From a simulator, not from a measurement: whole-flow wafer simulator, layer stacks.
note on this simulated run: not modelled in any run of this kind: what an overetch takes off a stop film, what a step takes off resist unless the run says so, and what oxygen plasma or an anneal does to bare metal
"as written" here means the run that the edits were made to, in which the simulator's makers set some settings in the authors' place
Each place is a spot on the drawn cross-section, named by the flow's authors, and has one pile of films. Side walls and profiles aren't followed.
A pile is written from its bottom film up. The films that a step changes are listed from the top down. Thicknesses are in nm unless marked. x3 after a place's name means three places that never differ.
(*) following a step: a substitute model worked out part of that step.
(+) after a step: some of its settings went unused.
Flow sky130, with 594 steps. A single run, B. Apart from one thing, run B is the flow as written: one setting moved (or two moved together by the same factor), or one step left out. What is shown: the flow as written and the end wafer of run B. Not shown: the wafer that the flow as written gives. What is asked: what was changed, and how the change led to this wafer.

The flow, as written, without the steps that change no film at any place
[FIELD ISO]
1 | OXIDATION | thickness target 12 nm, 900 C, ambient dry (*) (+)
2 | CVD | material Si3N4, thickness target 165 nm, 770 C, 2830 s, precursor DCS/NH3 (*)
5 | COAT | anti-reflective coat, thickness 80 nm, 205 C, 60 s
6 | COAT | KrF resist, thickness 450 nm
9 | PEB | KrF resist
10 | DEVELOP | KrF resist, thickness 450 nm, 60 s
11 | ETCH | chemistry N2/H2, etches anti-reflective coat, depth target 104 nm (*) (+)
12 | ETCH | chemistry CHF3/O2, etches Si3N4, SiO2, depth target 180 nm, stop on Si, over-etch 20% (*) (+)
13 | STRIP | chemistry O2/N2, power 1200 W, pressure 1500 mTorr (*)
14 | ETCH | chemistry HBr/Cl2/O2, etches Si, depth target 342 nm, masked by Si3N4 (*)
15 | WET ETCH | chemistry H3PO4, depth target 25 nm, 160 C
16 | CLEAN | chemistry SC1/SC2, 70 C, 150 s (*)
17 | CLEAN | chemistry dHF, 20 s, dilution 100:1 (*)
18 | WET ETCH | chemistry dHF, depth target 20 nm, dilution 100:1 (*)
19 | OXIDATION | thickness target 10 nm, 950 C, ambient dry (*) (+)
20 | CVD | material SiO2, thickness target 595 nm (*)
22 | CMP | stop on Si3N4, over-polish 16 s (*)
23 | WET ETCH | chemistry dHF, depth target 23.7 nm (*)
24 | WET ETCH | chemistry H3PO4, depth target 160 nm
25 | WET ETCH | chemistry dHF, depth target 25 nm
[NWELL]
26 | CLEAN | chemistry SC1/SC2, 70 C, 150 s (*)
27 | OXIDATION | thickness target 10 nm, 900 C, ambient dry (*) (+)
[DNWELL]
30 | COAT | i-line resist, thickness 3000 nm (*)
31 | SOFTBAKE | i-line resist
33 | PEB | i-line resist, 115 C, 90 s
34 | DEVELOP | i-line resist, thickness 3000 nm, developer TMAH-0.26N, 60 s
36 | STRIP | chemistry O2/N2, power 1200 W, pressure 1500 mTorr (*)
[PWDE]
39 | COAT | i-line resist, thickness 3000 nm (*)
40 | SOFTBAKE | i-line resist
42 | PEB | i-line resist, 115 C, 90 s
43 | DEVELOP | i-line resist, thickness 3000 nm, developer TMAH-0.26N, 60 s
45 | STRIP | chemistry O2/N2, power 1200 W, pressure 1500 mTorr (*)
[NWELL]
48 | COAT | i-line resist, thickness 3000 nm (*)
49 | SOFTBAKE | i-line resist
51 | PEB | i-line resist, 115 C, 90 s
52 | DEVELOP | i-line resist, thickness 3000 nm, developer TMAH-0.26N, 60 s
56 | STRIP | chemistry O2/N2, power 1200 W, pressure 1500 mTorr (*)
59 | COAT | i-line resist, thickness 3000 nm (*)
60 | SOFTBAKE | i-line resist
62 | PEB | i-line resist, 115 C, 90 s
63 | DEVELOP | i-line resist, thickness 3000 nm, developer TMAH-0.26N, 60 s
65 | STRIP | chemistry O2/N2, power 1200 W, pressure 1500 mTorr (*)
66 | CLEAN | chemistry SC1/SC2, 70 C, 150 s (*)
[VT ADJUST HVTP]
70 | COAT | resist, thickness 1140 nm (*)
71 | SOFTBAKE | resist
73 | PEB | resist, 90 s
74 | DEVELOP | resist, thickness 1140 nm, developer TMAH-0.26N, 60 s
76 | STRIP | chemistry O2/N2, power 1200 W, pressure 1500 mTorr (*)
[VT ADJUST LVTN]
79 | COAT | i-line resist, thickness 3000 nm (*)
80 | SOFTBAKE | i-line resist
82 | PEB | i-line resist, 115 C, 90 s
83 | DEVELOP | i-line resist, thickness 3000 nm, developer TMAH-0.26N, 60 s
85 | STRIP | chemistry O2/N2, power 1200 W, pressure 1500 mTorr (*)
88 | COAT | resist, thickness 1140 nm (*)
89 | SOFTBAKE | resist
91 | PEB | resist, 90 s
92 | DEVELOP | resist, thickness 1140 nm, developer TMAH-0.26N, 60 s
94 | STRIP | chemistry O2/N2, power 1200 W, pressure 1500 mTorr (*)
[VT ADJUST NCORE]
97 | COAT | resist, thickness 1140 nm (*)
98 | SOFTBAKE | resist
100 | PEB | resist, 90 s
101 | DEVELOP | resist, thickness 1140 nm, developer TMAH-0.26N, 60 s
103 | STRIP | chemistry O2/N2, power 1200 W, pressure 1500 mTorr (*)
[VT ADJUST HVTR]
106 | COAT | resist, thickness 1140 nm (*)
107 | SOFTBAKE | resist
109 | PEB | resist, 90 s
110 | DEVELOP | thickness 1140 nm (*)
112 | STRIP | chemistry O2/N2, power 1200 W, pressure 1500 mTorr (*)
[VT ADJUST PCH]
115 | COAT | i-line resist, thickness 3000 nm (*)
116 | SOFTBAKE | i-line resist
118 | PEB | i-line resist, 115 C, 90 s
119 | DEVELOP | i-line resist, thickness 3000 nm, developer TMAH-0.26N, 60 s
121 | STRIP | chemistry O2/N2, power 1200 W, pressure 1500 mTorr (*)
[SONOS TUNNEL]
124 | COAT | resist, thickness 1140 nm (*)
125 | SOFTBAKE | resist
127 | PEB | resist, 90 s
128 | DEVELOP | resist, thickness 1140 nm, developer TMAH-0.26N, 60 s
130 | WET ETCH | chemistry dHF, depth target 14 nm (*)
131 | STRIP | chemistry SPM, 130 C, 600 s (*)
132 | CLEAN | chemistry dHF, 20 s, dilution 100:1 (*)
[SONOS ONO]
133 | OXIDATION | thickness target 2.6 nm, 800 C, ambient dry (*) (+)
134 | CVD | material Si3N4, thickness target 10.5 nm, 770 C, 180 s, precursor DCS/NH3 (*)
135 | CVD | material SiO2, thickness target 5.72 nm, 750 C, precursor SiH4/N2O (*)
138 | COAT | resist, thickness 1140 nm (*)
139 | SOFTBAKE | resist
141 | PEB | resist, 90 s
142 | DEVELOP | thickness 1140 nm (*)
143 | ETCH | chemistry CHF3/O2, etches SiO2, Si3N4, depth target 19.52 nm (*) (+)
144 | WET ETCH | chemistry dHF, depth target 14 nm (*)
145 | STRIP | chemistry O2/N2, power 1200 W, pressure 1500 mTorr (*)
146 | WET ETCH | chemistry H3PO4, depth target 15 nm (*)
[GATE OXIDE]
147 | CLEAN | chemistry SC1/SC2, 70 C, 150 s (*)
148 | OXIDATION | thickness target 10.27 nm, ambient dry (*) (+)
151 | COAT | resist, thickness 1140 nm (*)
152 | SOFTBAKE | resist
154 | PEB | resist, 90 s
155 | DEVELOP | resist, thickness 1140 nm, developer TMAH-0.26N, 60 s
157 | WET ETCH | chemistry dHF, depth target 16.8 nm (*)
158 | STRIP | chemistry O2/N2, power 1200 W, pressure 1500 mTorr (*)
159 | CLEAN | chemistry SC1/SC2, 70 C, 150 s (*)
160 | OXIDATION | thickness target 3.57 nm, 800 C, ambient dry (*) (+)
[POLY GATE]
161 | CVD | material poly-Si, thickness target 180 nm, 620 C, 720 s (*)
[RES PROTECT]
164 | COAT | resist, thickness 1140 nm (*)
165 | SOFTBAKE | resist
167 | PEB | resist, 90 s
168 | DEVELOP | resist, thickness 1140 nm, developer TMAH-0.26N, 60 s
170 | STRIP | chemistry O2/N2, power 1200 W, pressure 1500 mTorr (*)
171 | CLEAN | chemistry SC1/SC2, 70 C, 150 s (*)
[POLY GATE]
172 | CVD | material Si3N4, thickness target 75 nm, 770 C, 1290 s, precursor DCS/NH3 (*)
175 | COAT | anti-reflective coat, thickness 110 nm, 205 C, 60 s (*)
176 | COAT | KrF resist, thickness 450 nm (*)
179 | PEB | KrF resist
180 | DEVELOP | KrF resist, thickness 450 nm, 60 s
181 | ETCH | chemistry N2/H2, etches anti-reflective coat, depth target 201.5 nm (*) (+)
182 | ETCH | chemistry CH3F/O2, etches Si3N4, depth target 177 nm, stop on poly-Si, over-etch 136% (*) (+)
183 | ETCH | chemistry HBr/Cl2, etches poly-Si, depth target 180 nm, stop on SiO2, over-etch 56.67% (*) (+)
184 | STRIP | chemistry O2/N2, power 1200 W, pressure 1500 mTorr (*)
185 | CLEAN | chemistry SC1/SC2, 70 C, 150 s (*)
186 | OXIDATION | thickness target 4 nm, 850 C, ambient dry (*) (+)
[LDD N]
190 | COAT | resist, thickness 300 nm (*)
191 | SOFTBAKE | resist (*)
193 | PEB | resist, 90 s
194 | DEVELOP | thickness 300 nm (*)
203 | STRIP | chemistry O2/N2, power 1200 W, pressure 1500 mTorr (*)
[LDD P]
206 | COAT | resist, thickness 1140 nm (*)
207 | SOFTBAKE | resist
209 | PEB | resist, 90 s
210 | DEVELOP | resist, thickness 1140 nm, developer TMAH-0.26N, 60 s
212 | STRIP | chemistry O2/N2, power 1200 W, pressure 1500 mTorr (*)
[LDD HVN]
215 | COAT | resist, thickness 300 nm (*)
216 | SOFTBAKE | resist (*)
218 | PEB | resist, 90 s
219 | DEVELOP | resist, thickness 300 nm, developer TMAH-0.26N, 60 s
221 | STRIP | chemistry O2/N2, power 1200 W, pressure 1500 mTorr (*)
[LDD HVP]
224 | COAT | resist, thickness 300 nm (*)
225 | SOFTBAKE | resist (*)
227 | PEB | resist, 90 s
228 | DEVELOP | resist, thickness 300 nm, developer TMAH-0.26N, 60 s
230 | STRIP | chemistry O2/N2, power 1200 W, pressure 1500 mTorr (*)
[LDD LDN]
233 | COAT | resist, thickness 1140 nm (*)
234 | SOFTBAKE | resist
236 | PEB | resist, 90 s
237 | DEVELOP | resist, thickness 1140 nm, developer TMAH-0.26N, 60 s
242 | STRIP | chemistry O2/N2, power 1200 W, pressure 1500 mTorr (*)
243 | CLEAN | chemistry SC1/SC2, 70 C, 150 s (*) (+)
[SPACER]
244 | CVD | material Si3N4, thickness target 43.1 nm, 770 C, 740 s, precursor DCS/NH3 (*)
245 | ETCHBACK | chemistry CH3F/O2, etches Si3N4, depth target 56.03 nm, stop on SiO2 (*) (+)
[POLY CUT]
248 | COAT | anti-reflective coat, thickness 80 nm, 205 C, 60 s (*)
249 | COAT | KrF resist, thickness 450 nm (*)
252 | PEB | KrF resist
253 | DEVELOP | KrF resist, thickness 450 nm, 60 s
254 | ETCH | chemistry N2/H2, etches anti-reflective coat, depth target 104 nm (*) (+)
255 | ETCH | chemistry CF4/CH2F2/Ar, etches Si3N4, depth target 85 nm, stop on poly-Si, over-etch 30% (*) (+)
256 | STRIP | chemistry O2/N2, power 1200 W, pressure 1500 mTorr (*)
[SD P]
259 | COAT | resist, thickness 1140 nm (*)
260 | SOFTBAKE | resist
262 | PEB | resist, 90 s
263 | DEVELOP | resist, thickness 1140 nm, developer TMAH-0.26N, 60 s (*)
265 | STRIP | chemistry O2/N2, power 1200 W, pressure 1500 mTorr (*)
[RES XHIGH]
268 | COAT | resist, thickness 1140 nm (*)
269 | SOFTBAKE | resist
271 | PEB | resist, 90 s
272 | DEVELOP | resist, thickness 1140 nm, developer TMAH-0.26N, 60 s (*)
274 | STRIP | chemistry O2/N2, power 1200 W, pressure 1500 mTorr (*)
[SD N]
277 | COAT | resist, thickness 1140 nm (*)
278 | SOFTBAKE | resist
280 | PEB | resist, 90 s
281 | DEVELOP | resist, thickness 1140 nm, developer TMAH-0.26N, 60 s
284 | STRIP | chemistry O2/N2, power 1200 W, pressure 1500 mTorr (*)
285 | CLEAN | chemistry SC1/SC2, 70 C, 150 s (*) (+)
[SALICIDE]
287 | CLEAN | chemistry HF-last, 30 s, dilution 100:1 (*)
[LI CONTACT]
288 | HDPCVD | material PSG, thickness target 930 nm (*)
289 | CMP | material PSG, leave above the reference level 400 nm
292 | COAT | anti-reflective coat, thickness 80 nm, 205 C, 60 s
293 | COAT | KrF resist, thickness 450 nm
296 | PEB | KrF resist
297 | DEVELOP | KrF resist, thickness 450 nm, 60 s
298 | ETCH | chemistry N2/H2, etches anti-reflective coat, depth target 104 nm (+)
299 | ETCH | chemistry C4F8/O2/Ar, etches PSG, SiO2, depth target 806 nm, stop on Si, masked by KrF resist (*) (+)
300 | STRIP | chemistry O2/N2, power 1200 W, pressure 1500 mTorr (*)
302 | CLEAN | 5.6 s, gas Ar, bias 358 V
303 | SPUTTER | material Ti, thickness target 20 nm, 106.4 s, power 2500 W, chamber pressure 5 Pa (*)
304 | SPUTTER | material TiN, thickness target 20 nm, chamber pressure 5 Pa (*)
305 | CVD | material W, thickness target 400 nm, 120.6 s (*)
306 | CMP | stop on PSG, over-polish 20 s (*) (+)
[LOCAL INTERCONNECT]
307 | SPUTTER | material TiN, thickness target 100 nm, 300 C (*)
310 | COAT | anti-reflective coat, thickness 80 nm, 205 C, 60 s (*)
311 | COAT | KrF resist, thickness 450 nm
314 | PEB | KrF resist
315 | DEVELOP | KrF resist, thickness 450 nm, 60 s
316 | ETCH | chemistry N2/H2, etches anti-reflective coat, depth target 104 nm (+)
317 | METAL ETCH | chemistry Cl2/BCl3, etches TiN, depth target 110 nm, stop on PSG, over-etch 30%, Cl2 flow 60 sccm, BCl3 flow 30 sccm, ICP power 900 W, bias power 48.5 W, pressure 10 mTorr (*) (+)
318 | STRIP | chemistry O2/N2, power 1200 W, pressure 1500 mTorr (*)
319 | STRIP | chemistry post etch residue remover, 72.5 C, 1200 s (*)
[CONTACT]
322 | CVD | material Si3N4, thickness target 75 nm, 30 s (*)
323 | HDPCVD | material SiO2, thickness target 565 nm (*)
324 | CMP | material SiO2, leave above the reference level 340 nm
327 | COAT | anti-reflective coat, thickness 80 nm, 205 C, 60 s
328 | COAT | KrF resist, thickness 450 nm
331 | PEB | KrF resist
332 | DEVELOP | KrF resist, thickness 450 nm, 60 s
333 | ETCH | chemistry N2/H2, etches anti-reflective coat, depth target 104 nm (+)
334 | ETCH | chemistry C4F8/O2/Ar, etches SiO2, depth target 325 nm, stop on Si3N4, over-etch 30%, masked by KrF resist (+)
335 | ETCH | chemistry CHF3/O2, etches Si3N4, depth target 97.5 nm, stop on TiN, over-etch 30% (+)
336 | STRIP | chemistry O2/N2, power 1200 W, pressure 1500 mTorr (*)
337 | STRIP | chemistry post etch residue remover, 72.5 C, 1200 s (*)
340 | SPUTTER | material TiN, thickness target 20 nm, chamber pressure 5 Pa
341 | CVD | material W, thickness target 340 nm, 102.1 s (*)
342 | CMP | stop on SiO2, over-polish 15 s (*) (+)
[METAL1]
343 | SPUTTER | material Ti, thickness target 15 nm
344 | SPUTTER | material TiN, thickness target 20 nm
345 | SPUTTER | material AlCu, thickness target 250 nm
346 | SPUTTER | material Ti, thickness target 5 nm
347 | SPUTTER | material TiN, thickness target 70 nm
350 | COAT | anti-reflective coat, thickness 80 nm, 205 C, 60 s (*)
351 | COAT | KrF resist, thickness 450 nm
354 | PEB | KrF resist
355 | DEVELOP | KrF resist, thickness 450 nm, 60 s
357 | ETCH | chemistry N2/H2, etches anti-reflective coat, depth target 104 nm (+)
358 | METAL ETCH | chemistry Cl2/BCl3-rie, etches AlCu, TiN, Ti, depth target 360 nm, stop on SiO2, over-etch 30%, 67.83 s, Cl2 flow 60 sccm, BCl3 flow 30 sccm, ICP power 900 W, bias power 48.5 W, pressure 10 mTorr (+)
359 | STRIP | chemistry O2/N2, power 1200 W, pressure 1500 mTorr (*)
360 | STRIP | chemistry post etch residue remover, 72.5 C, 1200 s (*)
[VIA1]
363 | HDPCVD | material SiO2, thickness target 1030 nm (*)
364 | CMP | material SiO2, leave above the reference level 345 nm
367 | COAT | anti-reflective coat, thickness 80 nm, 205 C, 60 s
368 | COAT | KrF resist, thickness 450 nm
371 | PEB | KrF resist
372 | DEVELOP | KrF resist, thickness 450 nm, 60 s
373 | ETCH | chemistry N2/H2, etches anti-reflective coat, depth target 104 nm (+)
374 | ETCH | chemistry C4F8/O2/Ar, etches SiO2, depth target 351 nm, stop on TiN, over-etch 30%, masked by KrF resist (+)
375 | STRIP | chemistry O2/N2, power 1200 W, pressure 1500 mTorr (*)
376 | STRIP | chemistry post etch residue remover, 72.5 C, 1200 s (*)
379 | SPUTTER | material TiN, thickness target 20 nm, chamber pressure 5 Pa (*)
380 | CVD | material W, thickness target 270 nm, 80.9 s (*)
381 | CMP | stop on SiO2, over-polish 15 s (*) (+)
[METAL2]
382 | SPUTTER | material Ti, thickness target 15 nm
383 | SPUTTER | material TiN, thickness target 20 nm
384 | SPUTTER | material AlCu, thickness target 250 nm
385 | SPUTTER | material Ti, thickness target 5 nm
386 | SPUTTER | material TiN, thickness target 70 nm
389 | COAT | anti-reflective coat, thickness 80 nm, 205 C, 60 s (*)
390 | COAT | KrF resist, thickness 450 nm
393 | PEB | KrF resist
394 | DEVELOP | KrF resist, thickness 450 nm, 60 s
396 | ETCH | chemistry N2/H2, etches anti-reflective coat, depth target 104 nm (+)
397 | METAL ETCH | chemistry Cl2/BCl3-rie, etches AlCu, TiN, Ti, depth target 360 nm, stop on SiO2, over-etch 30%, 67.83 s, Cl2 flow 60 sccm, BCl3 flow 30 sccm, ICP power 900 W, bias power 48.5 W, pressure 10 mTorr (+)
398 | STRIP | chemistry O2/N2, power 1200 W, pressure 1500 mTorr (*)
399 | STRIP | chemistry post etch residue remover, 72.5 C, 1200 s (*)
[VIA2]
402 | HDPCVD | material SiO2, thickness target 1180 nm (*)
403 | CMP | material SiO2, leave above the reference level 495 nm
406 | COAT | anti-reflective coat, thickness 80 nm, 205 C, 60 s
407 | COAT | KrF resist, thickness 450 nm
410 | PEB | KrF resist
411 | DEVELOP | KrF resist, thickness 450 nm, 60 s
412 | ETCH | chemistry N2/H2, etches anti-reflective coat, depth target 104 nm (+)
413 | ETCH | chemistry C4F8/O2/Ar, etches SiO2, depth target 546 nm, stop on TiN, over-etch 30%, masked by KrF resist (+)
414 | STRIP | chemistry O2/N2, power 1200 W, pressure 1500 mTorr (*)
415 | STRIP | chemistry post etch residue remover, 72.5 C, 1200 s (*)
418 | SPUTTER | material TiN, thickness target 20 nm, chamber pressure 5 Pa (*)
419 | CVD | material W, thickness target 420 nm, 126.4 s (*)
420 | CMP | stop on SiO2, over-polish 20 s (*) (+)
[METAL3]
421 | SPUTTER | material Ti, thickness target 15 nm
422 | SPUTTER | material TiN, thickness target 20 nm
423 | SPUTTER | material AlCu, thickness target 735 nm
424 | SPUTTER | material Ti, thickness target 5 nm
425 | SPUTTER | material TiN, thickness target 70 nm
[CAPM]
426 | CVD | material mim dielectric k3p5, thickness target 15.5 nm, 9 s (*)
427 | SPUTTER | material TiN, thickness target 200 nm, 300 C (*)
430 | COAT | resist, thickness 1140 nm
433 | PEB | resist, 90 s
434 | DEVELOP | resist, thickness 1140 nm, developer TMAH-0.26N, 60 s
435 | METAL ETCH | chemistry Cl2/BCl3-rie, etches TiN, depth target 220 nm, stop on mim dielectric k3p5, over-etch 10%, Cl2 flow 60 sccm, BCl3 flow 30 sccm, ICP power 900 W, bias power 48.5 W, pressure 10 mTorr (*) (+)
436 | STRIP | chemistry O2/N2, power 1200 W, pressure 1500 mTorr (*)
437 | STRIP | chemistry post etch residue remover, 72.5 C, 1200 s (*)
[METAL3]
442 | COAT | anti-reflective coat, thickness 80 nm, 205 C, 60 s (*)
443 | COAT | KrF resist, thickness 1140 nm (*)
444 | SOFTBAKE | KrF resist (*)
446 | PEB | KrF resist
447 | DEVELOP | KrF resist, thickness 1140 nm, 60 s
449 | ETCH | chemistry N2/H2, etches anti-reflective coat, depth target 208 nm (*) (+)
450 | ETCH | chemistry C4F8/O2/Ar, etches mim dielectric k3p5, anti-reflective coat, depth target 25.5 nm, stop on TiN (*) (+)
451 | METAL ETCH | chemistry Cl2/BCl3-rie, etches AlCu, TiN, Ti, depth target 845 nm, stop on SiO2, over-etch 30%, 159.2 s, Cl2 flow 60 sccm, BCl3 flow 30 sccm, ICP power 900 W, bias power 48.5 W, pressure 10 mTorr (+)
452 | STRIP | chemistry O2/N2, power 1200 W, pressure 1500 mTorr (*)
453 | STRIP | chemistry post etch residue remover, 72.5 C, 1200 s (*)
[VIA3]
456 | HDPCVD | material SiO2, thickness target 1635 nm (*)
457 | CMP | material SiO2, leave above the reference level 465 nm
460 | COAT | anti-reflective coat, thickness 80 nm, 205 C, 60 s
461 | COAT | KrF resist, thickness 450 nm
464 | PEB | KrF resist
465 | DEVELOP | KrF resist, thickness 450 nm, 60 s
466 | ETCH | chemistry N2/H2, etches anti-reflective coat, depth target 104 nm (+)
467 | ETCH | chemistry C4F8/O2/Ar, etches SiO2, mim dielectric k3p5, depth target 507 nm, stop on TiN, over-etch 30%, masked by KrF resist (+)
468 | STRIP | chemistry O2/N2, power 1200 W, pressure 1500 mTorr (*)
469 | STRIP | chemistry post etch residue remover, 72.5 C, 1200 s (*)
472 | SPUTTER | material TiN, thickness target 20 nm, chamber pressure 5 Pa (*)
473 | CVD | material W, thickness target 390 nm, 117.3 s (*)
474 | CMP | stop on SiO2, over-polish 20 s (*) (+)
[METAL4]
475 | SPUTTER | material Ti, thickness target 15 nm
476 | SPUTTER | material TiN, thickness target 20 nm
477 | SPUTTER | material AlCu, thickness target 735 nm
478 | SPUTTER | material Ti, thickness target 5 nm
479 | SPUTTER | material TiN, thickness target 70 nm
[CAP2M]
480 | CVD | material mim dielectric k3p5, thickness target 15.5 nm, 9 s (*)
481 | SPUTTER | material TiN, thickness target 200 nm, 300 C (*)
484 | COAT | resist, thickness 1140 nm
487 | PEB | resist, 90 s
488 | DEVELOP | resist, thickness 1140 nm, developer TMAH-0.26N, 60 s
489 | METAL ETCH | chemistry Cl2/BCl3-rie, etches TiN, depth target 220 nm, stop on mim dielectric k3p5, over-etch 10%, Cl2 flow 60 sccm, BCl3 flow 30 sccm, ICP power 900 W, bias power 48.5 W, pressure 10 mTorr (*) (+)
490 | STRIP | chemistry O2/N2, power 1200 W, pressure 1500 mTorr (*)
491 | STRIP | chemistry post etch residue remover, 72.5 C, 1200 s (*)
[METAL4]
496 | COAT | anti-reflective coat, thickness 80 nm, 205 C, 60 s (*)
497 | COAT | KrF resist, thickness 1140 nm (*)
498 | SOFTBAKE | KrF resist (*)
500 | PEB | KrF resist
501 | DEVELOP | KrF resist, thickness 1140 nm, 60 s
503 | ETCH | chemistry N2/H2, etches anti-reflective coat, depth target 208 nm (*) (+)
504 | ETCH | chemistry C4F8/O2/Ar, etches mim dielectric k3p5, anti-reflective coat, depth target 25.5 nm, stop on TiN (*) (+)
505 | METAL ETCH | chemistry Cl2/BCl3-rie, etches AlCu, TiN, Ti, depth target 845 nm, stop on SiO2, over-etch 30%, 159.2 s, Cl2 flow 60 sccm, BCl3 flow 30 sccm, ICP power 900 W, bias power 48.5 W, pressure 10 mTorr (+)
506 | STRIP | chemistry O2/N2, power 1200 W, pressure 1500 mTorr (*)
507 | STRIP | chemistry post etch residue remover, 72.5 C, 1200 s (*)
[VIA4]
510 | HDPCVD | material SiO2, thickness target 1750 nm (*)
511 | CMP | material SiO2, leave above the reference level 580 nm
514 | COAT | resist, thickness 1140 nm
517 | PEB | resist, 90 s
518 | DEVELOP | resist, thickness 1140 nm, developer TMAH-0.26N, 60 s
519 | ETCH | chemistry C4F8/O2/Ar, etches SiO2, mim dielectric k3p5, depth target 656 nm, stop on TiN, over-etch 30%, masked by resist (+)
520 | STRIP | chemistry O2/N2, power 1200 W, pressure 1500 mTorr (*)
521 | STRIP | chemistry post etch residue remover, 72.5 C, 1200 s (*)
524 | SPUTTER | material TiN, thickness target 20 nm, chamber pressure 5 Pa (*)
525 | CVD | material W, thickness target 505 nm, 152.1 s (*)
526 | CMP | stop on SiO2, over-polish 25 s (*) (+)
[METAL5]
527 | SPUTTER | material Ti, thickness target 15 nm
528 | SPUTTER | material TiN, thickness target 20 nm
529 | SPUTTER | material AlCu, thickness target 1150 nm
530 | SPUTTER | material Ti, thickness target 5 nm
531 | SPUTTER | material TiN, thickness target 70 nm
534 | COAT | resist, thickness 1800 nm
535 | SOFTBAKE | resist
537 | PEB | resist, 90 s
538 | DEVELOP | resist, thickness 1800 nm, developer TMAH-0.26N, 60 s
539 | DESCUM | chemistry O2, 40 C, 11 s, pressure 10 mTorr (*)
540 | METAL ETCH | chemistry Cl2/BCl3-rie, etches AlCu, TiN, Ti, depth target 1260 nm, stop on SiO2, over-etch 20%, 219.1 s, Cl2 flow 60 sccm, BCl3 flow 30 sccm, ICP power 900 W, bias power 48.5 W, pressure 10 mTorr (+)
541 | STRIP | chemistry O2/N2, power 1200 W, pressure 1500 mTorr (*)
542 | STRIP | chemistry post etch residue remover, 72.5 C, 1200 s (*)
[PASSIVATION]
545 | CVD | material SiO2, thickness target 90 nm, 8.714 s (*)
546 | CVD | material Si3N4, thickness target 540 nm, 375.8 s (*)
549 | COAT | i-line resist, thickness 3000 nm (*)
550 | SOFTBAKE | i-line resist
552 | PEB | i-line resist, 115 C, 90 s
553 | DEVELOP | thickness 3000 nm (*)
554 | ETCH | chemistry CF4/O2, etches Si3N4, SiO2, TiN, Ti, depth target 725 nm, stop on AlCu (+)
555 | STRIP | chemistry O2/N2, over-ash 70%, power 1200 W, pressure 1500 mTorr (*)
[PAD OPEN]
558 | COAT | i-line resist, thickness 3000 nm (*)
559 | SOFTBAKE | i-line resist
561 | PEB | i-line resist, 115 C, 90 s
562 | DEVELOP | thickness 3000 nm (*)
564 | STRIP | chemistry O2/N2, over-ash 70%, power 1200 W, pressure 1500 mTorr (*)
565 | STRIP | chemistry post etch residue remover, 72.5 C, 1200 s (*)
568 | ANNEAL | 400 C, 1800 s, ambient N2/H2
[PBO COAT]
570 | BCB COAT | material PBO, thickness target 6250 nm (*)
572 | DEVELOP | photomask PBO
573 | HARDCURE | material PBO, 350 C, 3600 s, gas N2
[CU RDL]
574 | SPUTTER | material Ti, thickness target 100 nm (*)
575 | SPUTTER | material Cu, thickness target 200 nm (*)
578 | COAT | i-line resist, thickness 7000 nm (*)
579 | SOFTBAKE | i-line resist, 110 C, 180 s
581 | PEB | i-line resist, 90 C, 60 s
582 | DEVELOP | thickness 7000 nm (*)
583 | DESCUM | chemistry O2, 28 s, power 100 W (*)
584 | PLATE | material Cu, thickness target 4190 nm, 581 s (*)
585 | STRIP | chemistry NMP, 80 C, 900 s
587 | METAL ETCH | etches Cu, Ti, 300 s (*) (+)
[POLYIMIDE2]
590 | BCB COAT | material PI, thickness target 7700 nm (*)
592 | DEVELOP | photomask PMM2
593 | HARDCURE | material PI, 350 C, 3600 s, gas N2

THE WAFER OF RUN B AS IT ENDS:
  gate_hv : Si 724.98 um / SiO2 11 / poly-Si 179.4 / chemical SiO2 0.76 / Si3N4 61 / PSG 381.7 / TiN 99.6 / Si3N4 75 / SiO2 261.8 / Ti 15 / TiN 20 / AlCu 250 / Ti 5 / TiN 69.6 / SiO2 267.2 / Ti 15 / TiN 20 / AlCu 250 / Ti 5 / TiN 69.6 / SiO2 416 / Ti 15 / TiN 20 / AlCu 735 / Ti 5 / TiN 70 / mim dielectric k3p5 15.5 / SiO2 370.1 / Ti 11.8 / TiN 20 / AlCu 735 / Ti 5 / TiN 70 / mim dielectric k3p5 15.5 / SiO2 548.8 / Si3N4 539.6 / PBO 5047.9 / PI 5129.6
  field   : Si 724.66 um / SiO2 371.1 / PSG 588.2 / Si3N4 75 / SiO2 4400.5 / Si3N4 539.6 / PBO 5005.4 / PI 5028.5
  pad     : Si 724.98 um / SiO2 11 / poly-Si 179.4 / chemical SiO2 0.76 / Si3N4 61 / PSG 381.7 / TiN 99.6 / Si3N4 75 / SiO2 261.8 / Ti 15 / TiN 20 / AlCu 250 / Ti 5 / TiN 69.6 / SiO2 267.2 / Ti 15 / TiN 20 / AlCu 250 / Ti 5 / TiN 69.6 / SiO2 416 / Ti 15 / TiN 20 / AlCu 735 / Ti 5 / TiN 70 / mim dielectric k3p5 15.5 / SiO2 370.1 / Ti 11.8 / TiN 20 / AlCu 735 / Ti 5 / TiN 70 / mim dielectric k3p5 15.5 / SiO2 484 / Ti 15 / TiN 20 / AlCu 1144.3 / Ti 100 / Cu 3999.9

The reason: step 475, SPUTTER: thickness target 11.8 nm was run, though the flow has thickness target 15 nm.
The wafer lets one read it off: gate_hv has Ti 11.8, and step 475 as written asks for 15 nm.

The path from the change to this, step by step:
  475 | SPUTTER | material Ti, thickness target 15 nm
      field, active, n_well and 189 more: +11.8 Ti (new film) (in the flow as written it would be: +15 Ti (new film))
  505 | METAL ETCH | chemistry Cl2/BCl3-rie, etches AlCu, TiN, Ti, depth target 845 nm, stop on SiO2, over-etch 30%, 159.2 s, Cl2 flow 60 sccm, BCl3 flow 30 sccm, ICP power 900 W, bias power 48.5 W, pressure 10 mTorr (+)
      field, active, gate and 70 more: -70 TiN (all of it), -5 Ti (all of it), -735 AlCu (all of it), -20 TiN (all of it), -11.8 Ti (all of it), -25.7 SiO2 (in the flow as written it would be: -70 TiN (all of it), -5 Ti (all of it), -735 AlCu (all of it), -20 TiN (all of it), -15 Ti (all of it), -25.4 SiO2)
      vpp_iso1, mim_edge_plate, m1_ln and 12 more: -70 TiN (all of it), -5 Ti (all of it), -735 AlCu (all of it), -20 TiN (all of it), -11.8 Ti (all of it), -25.7 SiO2 (in the flow as written it would be: -70 TiN (all of it), -5 Ti (all of it), -735 AlCu (all of it), -20 TiN (all of it), -15 Ti (all of it), -25.3 SiO2)
